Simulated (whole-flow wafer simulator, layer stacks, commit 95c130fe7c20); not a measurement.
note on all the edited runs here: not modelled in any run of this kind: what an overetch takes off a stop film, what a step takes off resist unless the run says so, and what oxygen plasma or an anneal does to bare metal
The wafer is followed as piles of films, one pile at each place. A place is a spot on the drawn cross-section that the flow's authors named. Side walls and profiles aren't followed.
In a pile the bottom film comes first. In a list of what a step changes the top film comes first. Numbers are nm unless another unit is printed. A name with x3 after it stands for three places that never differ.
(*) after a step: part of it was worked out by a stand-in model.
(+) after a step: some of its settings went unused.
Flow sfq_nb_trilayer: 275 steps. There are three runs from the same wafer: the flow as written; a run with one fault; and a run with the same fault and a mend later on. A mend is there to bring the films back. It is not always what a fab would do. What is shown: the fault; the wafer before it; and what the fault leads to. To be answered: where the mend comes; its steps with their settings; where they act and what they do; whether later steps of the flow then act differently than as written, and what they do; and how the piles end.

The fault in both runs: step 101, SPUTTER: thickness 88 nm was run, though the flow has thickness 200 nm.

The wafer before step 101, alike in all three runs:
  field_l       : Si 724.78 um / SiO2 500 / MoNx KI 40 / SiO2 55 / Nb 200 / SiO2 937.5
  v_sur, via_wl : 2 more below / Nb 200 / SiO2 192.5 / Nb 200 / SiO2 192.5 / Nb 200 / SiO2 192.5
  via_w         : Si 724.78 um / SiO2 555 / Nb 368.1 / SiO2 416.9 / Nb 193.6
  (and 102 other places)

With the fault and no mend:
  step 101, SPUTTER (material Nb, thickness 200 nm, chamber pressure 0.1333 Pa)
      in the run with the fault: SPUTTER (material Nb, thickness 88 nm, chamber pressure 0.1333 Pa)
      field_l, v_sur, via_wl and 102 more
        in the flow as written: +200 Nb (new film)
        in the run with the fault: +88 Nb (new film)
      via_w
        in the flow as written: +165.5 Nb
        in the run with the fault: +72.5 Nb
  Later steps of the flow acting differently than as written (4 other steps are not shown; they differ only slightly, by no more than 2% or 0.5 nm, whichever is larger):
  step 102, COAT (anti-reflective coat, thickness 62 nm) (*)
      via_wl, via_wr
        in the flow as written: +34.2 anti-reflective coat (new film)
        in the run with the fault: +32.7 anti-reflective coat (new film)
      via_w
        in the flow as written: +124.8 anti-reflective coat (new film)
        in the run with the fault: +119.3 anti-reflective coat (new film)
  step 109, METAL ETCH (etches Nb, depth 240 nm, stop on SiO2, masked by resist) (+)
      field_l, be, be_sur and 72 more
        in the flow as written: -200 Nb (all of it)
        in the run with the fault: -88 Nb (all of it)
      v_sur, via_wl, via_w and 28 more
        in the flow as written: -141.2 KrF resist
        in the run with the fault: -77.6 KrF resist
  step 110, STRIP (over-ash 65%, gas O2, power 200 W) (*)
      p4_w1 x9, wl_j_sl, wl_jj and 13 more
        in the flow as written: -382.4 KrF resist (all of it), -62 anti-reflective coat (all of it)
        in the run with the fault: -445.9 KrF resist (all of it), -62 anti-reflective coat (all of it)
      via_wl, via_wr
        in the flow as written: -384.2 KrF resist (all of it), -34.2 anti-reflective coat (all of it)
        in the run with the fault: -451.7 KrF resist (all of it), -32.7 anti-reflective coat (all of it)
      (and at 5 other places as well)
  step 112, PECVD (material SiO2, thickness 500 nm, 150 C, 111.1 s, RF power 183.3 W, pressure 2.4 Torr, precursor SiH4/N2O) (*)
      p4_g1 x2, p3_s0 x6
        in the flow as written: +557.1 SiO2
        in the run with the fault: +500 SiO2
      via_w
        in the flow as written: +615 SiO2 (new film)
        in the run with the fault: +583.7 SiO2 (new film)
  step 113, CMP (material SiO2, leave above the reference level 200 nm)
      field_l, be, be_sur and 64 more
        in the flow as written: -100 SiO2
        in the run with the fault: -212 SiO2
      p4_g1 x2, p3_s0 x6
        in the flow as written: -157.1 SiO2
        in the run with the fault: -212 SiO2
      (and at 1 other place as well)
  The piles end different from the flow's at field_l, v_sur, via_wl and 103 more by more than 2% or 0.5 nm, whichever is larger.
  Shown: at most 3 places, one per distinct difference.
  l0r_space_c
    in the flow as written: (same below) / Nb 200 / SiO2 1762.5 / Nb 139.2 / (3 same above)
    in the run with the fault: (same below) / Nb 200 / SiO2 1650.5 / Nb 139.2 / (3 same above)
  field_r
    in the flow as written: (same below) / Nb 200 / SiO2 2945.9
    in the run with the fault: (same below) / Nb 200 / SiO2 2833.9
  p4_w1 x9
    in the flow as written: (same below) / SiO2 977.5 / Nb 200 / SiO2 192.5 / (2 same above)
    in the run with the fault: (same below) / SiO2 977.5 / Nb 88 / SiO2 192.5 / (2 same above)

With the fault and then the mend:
  After step 101 comes the mend.
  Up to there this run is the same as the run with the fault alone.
  step 101a, SPUTTER (material Nb, thickness 112 nm, chamber pressure 0.1333 Pa) (a further turn of the flow's step 101, with different settings)
      field_l, v_sur, via_wl and 102 more
        +112 Nb
      via_w
        +92.2 Nb
  None of the later steps of the flow differs from how it acts as written, at any place that is followed, by more than 2% or 0.5 nm, whichever is larger.
  At the end the piles are close to the flow's at the places that both follow, differing by at most 2% or 0.5 nm, whichever is larger.
